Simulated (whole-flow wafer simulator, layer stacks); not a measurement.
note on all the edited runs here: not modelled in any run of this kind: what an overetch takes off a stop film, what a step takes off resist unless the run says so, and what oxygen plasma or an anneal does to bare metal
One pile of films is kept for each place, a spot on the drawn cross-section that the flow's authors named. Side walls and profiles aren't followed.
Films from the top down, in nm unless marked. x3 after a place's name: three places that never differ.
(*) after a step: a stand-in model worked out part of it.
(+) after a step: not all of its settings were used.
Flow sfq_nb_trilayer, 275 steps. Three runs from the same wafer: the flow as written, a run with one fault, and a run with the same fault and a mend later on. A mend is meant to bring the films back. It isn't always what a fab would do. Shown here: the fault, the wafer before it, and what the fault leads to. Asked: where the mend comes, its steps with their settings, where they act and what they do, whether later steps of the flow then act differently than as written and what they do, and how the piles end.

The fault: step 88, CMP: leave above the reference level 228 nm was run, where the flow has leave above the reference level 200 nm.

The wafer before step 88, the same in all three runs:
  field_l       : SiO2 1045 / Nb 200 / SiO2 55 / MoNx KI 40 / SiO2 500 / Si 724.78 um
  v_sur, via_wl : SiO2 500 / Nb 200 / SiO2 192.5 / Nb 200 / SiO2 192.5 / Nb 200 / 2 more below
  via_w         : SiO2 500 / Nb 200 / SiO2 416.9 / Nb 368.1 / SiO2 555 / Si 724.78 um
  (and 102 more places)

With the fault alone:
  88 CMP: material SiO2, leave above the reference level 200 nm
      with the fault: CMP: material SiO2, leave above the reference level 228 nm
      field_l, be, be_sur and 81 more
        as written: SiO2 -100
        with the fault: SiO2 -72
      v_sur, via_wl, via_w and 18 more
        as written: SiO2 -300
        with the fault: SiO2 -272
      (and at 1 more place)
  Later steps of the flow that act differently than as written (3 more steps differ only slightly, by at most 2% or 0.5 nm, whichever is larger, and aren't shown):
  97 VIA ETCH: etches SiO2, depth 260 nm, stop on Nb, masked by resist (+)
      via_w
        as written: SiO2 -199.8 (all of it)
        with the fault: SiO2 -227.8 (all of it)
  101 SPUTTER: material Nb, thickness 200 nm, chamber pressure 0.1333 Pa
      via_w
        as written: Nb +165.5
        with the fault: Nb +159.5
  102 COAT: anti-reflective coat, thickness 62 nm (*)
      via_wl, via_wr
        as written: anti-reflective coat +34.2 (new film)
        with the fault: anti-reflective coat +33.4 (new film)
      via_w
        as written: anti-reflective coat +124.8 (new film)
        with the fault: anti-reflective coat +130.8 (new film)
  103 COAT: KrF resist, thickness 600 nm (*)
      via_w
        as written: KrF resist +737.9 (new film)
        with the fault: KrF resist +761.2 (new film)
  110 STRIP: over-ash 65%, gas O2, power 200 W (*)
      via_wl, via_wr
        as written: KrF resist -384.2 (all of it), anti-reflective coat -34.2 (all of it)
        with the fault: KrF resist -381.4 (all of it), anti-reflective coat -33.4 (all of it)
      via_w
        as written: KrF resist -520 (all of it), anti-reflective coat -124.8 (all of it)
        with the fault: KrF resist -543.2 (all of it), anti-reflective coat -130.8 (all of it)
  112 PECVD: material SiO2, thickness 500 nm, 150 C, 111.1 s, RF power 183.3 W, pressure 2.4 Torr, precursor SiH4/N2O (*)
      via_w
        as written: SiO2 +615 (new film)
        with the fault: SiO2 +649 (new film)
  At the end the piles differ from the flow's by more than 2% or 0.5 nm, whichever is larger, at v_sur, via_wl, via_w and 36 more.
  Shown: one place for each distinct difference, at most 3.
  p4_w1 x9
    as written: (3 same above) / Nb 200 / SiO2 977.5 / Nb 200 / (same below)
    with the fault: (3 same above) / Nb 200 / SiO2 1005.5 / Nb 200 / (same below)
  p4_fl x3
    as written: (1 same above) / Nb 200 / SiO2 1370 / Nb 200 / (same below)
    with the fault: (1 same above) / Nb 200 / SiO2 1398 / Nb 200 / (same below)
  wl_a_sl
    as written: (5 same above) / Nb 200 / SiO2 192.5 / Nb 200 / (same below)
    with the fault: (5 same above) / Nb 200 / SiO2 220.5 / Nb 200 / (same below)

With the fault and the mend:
  The mend comes after step 95.
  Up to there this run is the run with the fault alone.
  95a STRIP: over-ash 65%, gas O2, power 200 W (*)
      field_l, v_sur, via_wl and 102 more
        KrF resist -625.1 (all of it), anti-reflective coat -62 (all of it)
      via_w
        anti-reflective coat -62 (all of it)
  95b CMP: material SiO2, leave above the reference level 200 nm (the flow's step 88 once more)
      field_l, v_sur, via_wl and 103 more
        SiO2 -28
  95c COAT: anti-reflective coat, thickness 62 nm (the flow's step 90 once more)
      field_l, v_sur, via_wl and 103 more
        anti-reflective coat +62 (new film)
  95d COAT: KrF resist, thickness 650 nm (the flow's step 91 once more)
      field_l, v_sur, via_wl and 103 more
        KrF resist +650 (new film)
  95e SOFTBAKE: KrF resist (the flow's step 92 once more)
      changes no film at any place that is followed
  95f EXPOSE: photomask I2, dose 11.91 mJ/cm2, NA 0.6, wavelength 248 nm (*) (the flow's step 93 once more)
      changes no film at any place that is followed
  95g PEB: KrF resist, 90 s (the flow's step 94 once more)
      field_l, v_sur, via_wl and 103 more
        KrF resist -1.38
  95h DEVELOP: KrF resist, thickness 650 nm, 60 s (the flow's step 95 once more)
      field_l, v_sur, via_wl and 102 more
        KrF resist -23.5
      via_w
        KrF resist -648.6 (all of it)
  No later step of the flow acts differently than as written at any place that is followed.
  At the end the piles are the same as the flow's at every place that both follow.
